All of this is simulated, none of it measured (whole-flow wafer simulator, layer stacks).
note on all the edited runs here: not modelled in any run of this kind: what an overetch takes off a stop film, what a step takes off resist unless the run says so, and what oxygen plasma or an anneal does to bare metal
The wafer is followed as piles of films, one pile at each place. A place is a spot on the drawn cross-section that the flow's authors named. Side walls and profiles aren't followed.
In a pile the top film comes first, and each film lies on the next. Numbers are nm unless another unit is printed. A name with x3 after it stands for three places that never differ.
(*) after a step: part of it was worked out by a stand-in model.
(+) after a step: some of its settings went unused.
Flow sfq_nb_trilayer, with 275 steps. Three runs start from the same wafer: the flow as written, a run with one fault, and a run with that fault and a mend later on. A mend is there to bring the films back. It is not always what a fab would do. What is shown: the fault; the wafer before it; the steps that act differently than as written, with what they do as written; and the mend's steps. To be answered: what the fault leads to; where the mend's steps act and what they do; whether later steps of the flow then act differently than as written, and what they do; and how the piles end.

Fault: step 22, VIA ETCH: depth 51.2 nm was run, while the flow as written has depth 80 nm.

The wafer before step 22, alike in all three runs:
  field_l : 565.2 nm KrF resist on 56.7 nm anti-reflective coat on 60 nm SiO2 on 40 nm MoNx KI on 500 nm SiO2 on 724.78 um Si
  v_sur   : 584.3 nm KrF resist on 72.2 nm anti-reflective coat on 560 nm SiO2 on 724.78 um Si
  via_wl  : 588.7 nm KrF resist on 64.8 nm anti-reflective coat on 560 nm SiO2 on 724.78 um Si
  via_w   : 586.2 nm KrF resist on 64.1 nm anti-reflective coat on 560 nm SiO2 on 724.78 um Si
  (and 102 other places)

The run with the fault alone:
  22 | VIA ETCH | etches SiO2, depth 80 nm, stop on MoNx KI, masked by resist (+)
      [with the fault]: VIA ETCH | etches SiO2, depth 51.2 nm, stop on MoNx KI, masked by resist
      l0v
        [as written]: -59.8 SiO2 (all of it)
        [with the fault]: -51.2 SiO2
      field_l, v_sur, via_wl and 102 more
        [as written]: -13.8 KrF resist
        [with the fault]: -8.83 KrF resist
  Later steps of the flow acting differently than as written (5 more steps, not shown, differ only slightly: by at most 2% or 0.5 nm, whichever is larger):
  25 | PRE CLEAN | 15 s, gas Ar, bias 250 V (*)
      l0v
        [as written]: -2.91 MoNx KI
        [with the fault]: -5 SiO2
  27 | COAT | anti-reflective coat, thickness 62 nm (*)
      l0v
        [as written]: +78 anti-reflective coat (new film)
        [with the fault]: +75.9 anti-reflective coat (new film)
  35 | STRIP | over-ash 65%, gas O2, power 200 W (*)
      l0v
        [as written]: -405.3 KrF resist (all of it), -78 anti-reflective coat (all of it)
        [with the fault]: -401.2 KrF resist (all of it), -75.9 anti-reflective coat (all of it)
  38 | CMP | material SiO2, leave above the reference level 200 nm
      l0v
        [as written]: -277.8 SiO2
        [with the fault]: -285.4 SiO2
  The piles end different from the flow's at l0v by more than 2% or 0.5 nm, whichever is larger.
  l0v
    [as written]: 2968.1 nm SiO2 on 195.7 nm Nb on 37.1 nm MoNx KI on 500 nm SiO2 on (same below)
    [with the fault]: 2960.4 nm SiO2 on 196.8 nm Nb on 3.65 nm SiO2 on 40 nm MoNx KI on 500 nm SiO2 on (same below)

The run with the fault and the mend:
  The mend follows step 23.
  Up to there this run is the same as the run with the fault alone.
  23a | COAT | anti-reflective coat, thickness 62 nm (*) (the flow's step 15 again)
      p4_fl x3, p4_w1 x9, p4_g1 x2 and 59 more
        +62 anti-reflective coat (new film)
      gap, jj_sur, ce_l and 7 more
        +63.6 anti-reflective coat (new film)
      be, be_sur, moat, field_r, lsp_l
        +63.7 anti-reflective coat (new film)
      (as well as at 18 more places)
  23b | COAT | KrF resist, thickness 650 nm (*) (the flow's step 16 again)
      p4_fl x3, p4_w1 x9, p4_g1 x2 and 59 more
        +650 KrF resist (new film)
      jj_sur, ce_l, c5j, res, r_end
        +656.8 KrF resist (new film)
      ce_r, sp_r, be_r, r_sur
        +656.7 KrF resist (new film)
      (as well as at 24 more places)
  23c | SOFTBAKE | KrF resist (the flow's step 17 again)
      does not change any film at any place that is followed
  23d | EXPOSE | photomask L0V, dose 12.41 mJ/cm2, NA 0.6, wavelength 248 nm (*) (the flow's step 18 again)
      does not change any film at any place that is followed
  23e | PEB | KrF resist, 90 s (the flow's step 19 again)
      p4_fl x3, p4_w1 x9, p4_g1 x2 and 59 more
        -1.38 KrF resist
      via_v, wire, be and 17 more
        -1.39 KrF resist
      v_sur, via_w, via_wr, via_sp, ln_m6
        -1.4 KrF resist
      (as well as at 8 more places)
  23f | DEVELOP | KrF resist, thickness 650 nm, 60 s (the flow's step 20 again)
      field_l, v_sur, via_wl and 102 more
        -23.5 KrF resist
      l0v
        -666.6 KrF resist (all of it)
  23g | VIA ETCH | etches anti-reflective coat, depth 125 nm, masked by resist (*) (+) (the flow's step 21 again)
      field_l, v_sur, via_wl and 102 more
        -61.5 KrF resist
      l0v
        -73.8 anti-reflective coat (all of it), -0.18 SiO2
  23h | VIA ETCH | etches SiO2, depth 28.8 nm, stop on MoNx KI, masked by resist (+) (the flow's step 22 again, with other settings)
      field_l, v_sur, via_wl and 102 more
        -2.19 KrF resist
      l0v
        -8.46 SiO2 (all of it)
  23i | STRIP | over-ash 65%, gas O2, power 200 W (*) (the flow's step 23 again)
      p4_fl x3, p4_w1 x9, p4_g1 x2 and 59 more
        -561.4 KrF resist (all of it), -62 anti-reflective coat (all of it)
      c5j, ce_r, sp_r, be_r, r_sur
        -568.1 KrF resist (all of it), -63.6 anti-reflective coat (all of it)
      jj_sur, ce_l, res, r_end
        -568.2 KrF resist (all of it), -63.6 anti-reflective coat (all of it)
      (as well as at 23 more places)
  None of the later steps of the flow acts differently than as written at any place that is followed.
  At every place that both follow, the piles at the end match the flow's.
